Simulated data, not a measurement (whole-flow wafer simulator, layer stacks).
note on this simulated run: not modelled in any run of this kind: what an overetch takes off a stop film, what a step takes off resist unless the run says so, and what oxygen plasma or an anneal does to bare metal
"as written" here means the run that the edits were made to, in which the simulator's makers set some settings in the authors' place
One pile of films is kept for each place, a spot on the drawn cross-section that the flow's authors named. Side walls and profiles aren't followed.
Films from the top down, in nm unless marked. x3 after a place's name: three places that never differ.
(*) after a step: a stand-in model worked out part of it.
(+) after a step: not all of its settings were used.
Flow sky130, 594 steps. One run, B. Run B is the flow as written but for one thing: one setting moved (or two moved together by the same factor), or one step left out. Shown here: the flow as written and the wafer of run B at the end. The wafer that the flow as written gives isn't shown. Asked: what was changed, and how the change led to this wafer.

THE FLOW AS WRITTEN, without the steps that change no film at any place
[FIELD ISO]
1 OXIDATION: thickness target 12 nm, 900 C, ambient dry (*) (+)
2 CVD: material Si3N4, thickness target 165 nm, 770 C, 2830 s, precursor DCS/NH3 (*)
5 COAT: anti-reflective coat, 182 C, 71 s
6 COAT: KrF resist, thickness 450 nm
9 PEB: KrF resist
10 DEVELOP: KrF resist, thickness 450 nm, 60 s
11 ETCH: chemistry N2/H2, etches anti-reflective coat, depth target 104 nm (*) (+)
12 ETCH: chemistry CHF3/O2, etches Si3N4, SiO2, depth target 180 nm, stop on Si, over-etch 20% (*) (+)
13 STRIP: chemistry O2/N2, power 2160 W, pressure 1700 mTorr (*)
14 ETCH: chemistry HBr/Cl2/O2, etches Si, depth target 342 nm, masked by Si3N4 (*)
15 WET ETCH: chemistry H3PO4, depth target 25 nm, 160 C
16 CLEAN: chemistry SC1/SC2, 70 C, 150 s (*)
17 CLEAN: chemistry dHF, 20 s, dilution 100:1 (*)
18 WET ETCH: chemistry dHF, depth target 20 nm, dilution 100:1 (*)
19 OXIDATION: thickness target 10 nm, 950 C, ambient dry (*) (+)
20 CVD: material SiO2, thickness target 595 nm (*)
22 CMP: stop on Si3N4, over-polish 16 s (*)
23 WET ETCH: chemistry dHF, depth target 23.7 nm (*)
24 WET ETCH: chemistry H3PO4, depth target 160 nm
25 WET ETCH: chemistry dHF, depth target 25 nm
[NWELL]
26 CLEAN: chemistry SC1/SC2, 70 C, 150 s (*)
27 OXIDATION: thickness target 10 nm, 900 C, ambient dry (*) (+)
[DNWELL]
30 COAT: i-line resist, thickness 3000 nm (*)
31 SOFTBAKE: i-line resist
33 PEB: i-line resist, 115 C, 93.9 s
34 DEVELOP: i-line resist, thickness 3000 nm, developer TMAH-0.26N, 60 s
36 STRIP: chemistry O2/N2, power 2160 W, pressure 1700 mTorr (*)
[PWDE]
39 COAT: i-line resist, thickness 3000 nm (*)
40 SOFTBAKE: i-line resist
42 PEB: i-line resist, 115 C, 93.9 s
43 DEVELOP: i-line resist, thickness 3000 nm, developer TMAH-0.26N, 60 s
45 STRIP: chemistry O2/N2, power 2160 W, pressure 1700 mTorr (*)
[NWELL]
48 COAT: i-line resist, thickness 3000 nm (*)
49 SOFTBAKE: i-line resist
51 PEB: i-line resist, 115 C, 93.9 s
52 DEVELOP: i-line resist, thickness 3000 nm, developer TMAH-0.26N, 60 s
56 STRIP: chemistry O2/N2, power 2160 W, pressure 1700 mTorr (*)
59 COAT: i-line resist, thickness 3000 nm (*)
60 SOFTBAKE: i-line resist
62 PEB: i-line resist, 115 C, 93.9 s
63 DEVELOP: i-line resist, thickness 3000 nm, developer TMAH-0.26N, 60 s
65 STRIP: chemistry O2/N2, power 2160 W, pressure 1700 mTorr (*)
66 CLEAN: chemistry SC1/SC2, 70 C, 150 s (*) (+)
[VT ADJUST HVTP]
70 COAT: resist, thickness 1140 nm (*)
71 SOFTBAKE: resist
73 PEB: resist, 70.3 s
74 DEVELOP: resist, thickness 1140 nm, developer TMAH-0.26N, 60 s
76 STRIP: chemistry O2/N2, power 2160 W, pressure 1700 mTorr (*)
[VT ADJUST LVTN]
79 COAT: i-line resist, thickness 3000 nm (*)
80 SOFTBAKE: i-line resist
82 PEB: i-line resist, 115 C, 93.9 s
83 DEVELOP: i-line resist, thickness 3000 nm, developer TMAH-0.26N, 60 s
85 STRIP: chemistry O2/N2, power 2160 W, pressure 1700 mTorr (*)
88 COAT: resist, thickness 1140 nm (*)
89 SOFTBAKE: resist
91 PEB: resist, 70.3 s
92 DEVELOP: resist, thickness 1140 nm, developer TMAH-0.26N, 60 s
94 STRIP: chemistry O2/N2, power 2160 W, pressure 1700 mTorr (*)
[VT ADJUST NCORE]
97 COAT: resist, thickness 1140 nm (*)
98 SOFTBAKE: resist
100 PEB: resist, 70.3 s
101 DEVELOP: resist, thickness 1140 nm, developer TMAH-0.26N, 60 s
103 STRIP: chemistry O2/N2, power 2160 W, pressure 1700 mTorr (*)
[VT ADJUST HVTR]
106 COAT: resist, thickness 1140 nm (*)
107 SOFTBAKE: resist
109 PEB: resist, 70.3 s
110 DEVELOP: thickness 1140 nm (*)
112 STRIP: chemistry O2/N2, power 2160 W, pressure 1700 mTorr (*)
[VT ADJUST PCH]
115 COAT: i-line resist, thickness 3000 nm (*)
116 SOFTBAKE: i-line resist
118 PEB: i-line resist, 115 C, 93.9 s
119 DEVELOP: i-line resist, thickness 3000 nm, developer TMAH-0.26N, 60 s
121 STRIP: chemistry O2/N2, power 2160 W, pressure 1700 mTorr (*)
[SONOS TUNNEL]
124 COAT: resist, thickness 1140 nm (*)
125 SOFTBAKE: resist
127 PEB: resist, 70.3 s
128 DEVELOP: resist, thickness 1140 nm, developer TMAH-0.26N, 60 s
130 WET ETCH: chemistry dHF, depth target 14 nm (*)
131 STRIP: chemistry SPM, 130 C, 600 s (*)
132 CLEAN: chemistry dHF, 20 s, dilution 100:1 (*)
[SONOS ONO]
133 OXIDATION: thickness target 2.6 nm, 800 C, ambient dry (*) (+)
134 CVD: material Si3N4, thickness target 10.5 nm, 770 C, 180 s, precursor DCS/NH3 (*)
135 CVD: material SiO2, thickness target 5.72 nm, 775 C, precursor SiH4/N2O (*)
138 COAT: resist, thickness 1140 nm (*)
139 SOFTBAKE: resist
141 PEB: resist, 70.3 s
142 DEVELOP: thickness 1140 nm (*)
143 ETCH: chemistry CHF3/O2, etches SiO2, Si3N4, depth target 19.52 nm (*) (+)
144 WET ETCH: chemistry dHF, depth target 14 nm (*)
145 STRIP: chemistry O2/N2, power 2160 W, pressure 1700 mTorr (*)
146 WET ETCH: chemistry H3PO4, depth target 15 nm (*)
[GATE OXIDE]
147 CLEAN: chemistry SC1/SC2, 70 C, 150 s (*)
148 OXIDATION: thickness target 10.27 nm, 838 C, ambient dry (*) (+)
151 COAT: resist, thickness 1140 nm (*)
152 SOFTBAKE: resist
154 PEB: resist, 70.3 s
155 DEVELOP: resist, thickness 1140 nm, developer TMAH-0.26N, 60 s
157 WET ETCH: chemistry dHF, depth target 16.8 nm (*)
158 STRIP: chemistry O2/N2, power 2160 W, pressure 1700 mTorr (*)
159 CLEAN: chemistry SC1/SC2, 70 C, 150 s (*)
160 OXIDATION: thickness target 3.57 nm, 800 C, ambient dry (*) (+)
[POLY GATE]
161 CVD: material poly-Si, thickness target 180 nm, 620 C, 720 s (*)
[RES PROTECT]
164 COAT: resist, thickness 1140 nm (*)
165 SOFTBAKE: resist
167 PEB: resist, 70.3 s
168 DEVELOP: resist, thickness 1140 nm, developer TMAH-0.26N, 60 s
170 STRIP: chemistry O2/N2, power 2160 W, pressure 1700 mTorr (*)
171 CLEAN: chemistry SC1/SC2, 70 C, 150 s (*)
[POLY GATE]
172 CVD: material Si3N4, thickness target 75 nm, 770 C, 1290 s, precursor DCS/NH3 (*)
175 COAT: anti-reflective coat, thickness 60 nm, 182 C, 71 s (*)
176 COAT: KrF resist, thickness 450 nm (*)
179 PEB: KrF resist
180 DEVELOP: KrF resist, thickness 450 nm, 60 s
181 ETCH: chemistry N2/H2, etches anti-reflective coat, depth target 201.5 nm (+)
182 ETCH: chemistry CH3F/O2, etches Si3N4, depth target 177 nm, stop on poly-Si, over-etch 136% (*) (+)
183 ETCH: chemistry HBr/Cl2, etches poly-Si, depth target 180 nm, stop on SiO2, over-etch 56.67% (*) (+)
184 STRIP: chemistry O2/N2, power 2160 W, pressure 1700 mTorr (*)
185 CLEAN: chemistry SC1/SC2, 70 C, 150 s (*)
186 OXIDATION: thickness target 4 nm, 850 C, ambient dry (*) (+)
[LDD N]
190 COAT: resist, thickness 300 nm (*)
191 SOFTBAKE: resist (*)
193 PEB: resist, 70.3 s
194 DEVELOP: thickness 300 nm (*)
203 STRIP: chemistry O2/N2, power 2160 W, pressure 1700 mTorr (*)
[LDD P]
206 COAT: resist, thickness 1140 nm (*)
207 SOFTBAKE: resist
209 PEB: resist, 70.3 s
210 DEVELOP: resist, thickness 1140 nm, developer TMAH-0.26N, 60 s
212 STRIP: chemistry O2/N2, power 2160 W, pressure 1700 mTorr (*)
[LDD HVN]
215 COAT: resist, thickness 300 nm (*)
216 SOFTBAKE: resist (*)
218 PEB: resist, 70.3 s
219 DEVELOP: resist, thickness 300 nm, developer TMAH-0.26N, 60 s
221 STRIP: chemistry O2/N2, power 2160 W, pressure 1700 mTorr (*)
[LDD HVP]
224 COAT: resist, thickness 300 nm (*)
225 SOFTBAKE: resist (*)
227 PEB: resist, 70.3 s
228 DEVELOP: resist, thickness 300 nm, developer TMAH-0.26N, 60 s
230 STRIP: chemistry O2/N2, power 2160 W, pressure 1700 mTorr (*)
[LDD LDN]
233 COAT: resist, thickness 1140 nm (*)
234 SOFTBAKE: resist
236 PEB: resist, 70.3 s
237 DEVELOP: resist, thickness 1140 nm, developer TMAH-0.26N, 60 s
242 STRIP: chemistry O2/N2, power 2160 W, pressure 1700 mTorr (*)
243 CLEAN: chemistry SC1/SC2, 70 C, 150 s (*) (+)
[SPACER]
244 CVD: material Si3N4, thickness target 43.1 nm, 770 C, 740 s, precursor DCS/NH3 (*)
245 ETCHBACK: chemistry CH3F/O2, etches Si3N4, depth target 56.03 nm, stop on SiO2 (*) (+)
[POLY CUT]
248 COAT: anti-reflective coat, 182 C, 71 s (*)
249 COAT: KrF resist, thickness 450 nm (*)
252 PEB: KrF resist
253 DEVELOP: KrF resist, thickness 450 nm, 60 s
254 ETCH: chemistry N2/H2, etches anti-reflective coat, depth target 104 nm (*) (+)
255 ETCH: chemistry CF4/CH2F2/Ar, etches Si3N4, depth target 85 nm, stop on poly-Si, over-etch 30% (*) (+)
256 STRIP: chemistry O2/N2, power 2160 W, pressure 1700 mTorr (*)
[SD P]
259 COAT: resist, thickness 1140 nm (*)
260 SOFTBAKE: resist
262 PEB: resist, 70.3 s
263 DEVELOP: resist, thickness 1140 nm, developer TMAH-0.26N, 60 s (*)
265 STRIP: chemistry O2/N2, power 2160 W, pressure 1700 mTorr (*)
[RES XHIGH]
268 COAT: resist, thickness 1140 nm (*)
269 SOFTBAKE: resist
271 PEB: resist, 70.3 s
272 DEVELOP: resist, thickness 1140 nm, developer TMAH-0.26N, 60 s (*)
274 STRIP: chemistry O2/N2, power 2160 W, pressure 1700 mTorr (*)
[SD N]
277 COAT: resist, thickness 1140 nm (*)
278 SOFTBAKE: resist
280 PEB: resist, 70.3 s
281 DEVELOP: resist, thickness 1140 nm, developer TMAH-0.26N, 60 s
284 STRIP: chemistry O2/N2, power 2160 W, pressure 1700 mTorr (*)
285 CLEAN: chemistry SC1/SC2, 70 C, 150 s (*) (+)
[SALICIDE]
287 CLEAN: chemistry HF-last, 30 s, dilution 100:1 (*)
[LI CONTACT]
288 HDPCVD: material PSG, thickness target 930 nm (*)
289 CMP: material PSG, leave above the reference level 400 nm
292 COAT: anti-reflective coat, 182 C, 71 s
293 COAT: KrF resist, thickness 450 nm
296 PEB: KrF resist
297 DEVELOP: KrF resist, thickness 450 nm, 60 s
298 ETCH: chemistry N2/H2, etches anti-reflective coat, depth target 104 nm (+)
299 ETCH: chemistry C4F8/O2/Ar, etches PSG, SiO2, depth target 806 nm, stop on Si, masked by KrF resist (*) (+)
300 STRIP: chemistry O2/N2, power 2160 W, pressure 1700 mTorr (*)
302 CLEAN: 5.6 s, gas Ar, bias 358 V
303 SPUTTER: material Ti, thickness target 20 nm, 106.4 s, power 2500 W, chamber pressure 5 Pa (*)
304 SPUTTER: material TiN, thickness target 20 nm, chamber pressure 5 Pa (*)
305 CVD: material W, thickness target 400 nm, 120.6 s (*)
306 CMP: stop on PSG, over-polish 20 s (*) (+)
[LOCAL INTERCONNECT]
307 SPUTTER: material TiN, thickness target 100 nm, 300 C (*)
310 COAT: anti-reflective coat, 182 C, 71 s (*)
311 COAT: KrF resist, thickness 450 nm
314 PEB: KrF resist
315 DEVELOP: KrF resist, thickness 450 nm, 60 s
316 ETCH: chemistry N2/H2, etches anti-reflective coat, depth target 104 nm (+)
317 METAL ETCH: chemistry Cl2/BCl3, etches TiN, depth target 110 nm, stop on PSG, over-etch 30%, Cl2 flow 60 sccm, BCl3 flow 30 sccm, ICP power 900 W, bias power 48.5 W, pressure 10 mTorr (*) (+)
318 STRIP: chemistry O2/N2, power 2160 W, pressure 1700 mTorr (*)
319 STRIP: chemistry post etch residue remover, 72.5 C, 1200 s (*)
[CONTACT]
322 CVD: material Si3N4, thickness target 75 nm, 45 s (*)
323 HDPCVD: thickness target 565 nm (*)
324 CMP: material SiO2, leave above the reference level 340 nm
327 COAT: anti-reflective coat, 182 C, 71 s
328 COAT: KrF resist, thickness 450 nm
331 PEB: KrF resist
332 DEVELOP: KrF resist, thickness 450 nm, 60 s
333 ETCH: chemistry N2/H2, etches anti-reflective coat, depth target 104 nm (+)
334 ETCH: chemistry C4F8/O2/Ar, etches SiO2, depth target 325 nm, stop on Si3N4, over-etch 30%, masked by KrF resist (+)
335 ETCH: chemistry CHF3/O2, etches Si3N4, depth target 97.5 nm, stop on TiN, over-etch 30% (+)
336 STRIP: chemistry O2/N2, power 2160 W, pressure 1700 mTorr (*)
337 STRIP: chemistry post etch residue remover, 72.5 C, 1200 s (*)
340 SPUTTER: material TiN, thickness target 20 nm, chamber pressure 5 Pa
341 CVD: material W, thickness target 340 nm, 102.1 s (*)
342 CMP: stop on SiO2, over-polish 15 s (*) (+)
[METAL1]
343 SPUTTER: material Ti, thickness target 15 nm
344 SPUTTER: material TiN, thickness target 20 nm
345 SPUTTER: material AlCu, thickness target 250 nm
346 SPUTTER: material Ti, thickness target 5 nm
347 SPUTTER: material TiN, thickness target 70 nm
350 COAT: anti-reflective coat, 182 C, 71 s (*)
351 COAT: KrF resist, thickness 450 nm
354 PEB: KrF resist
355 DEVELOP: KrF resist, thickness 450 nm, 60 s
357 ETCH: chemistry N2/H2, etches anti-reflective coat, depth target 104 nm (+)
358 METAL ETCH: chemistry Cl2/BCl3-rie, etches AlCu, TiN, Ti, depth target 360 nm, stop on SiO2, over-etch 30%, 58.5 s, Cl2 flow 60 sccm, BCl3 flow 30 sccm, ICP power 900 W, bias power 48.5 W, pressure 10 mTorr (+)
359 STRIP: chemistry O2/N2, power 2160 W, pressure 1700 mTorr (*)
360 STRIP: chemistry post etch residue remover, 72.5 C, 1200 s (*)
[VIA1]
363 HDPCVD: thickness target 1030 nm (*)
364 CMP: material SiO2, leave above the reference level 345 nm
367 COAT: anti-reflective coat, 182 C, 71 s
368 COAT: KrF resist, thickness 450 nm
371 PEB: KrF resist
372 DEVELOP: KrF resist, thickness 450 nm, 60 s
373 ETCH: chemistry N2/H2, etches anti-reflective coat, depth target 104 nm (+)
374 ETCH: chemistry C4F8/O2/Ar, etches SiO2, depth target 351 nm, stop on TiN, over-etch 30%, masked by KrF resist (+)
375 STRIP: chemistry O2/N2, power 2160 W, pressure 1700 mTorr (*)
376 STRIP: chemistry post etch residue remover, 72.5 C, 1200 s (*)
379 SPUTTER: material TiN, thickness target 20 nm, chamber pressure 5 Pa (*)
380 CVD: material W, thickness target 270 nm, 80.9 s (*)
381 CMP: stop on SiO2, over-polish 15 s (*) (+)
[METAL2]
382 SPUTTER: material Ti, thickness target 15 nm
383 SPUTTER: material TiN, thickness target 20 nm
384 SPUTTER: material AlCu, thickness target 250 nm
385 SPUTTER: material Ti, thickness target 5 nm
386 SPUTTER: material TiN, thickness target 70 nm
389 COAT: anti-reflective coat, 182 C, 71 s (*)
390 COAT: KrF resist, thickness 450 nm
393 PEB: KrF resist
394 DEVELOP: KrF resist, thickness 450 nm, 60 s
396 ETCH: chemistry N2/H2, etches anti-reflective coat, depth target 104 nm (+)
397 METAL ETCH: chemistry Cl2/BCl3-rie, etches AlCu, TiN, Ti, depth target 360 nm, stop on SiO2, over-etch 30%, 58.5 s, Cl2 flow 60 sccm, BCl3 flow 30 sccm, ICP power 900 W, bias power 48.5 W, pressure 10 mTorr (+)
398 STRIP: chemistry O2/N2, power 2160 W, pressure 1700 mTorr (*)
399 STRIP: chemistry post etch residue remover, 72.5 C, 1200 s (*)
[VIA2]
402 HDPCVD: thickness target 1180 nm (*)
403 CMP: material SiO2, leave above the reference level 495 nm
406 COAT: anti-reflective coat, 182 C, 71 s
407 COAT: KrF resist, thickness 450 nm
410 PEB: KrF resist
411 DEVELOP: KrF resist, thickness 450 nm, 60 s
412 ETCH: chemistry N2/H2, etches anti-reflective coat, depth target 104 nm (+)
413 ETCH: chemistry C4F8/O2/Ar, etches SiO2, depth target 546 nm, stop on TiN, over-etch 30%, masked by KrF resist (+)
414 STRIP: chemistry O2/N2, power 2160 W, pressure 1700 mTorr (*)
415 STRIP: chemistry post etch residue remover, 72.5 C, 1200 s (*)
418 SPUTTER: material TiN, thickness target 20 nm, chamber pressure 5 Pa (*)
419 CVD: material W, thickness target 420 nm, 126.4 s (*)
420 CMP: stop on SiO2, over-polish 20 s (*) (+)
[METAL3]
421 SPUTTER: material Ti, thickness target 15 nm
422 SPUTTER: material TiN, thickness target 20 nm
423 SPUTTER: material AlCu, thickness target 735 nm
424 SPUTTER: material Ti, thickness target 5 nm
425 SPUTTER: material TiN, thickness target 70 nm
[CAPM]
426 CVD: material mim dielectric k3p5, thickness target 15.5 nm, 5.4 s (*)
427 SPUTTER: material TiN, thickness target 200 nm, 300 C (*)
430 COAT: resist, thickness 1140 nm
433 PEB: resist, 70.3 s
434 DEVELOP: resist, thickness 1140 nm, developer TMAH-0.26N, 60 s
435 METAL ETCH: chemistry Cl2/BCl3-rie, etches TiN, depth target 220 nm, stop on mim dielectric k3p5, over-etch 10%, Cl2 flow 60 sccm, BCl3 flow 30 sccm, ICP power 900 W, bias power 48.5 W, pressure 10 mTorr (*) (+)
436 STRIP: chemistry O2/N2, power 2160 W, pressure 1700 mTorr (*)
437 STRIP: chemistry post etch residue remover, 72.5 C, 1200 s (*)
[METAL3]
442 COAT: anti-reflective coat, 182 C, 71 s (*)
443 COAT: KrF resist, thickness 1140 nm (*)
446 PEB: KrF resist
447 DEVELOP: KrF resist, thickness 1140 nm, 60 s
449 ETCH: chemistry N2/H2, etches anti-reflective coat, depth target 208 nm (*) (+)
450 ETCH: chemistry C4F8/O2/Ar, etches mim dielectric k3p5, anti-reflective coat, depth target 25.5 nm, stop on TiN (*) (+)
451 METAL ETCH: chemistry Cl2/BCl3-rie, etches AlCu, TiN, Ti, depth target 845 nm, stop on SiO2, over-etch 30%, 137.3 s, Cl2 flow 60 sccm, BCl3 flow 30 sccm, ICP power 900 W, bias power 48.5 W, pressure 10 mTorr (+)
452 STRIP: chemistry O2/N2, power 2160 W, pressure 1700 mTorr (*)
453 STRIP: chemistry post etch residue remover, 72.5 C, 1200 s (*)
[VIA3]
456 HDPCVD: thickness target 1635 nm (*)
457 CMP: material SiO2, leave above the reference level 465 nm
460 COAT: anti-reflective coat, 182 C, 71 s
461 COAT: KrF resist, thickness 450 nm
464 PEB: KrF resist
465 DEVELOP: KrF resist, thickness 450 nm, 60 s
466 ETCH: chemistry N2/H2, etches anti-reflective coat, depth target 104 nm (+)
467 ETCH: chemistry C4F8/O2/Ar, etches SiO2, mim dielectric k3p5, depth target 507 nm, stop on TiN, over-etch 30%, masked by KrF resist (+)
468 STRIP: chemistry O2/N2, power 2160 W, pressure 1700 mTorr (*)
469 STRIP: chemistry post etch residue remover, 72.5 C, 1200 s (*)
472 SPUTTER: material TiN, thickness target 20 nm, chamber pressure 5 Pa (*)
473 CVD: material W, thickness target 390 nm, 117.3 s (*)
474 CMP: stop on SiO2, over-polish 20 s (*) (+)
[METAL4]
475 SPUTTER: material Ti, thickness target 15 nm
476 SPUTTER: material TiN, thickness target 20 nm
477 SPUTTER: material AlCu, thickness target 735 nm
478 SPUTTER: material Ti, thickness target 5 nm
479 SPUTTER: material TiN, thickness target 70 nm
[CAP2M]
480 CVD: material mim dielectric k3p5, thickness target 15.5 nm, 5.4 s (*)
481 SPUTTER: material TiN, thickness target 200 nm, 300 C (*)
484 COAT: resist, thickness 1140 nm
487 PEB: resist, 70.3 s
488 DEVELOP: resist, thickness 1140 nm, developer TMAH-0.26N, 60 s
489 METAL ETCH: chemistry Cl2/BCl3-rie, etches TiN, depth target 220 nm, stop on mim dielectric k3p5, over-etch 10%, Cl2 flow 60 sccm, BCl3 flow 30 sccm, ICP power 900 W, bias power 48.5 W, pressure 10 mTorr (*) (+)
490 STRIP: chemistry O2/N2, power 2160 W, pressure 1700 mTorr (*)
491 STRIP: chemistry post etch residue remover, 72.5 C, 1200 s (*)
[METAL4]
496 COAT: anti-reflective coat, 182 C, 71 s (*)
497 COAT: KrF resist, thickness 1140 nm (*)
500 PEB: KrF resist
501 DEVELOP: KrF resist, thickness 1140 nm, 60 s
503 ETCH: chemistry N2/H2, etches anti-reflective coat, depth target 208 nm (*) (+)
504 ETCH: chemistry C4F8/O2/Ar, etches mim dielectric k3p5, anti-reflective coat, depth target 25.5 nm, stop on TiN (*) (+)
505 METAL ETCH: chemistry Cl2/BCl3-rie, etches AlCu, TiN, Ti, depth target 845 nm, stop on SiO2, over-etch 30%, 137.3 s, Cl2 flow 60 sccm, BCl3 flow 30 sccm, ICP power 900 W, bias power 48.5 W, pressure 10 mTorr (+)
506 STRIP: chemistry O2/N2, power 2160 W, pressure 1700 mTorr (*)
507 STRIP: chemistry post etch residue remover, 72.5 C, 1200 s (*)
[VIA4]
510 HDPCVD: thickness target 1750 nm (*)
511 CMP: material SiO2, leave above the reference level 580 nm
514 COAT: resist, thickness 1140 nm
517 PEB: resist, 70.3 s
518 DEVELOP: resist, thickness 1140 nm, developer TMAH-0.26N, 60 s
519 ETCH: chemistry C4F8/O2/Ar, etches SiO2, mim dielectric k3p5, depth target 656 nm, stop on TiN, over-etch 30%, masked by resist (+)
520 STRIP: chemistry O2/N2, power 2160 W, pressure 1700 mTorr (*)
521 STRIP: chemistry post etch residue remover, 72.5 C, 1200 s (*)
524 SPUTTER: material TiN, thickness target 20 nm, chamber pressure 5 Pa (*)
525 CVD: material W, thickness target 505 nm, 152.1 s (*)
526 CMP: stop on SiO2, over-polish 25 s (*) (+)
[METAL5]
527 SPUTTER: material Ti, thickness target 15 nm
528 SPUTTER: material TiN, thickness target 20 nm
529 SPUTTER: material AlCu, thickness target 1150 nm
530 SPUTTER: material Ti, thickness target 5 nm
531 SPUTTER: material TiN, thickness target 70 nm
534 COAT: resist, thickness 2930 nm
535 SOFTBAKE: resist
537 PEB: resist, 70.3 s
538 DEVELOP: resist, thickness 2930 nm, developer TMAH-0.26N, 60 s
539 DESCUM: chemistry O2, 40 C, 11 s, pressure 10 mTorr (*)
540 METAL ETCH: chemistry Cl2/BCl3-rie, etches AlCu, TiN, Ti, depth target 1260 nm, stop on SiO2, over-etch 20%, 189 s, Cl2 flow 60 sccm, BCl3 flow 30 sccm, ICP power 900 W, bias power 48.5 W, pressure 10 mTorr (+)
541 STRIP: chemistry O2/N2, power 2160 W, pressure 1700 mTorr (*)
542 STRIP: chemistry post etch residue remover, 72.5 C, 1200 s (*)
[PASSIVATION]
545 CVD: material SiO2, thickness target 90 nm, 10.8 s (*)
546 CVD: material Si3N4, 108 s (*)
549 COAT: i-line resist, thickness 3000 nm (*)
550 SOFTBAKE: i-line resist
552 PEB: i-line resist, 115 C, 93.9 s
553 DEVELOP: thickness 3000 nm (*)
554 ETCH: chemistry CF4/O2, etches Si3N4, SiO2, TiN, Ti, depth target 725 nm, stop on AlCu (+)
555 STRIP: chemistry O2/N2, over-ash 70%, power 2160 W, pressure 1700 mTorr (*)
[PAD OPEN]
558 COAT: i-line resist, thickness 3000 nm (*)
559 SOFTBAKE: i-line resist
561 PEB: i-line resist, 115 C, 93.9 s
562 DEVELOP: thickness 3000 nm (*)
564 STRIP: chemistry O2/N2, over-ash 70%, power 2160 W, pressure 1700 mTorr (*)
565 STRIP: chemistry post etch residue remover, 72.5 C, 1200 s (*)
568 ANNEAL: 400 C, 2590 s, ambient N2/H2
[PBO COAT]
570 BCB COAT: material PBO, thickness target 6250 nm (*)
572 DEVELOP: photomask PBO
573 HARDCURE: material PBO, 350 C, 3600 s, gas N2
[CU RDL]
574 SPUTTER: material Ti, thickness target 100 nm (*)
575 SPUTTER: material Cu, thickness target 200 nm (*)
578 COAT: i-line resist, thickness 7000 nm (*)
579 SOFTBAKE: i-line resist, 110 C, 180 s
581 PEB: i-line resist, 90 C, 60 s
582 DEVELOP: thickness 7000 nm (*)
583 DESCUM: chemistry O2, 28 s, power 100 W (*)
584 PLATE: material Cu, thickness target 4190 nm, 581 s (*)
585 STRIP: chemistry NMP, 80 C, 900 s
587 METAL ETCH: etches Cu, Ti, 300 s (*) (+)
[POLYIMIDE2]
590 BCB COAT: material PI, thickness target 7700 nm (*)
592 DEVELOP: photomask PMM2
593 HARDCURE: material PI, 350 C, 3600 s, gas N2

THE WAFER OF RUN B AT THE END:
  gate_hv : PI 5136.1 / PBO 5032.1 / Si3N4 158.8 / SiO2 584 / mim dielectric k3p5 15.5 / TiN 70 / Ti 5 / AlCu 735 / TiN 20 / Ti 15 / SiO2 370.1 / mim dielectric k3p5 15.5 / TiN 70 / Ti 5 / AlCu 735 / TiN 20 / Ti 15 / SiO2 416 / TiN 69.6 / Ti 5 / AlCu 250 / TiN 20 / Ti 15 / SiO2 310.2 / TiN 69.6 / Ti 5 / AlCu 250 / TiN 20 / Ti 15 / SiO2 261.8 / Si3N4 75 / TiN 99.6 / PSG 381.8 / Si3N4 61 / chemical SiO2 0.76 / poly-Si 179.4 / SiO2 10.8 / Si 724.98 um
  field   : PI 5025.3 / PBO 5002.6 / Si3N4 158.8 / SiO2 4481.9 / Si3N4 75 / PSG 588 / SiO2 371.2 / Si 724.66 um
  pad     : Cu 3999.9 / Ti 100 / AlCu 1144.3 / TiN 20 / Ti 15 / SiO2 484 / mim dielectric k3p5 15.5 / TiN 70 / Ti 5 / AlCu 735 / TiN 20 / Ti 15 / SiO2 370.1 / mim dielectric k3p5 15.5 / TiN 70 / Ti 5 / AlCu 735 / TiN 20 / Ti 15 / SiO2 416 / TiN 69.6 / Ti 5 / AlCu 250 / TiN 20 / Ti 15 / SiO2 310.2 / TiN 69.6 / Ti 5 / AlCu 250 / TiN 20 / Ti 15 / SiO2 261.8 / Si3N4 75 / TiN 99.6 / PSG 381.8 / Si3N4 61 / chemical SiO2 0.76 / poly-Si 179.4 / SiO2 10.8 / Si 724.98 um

The cause: step 364, CMP: leave above the reference level 388 nm was run, where the flow has leave above the reference level 345 nm.

How the change led to this, step by step:
  364 CMP: material SiO2, leave above the reference level 345 nm
      n_well, p_well, gate_hv and 100 more: SiO2 -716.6 (as written it would be: SiO2 -759.6)
      field, active, gate and 81 more: SiO2 -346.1 (as written it would be: SiO2 -389.1)
      (and at 4 more places)
  374 ETCH: chemistry C4F8/O2/Ar, etches SiO2, depth target 351 nm, stop on TiN, over-etch 30%, masked by KrF resist (+)
      m1, via1_hole: SiO2 -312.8 (all of it) (as written it would be: SiO2 -269.8 (all of it))
  379 SPUTTER: material TiN, thickness target 20 nm, chamber pressure 5 Pa (*)
      m1: TiN +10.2 (as written it would be: TiN +11)
      via1_hole: TiN +10.2 (as written it would be: TiN +10.9)
  380 CVD: material W, thickness target 270 nm, 80.9 s (*)
      m1, via1_hole: W +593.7 (new film) (as written it would be: W +549.9 (new film))
